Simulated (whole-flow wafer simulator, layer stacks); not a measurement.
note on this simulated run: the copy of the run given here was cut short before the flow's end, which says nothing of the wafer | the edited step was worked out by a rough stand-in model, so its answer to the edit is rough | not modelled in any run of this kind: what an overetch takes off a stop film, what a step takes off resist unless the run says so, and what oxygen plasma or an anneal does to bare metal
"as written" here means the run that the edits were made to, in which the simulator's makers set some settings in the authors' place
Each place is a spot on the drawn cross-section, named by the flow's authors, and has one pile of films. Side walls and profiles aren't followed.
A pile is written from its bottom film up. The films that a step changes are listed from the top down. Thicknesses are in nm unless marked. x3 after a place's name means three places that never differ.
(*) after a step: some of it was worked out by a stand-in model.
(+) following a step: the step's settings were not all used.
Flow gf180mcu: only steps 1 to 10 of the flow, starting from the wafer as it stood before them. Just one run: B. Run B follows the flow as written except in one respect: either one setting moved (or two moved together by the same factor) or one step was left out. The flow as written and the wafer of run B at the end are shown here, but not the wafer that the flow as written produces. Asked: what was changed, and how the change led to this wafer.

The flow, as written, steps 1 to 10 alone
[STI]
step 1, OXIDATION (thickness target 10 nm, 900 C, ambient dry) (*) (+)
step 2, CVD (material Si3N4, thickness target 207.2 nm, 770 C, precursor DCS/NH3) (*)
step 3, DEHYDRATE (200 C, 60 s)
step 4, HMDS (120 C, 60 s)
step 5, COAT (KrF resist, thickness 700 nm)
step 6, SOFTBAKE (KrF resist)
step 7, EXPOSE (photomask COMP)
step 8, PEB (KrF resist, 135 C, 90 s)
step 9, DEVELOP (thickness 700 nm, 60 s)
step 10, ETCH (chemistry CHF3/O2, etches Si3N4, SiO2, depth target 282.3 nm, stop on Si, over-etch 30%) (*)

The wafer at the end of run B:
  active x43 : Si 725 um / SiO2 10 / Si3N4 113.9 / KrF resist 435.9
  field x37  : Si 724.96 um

What caused this: step 2, CVD: thickness target 113.9 nm was run, though the flow has thickness target 207.2 nm.
One can read it off the wafer: active x43 has Si3N4 113.9, and step 2 as written asks for 207.2 nm.

The path from the change to this, step by step:
  step 2, CVD (material Si3N4, thickness target 207.2 nm, 770 C, precursor DCS/NH3) (*)
      field x37, active x43: Si3N4 gains 113.9 (new film) (as written it would have been: Si3N4 gains 207.2 (new film))
  step 10, ETCH (chemistry CHF3/O2, etches Si3N4, SiO2, depth target 282.3 nm, stop on Si, over-etch 30%) (*)
      field x37: Si3N4 loses 113.9 (all of it), SiO2 loses 10 (all of it), Si loses 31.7 (as written it would have been: Si3N4 loses 207.2 (all of it), SiO2 loses 10 (all of it), Si loses 13)
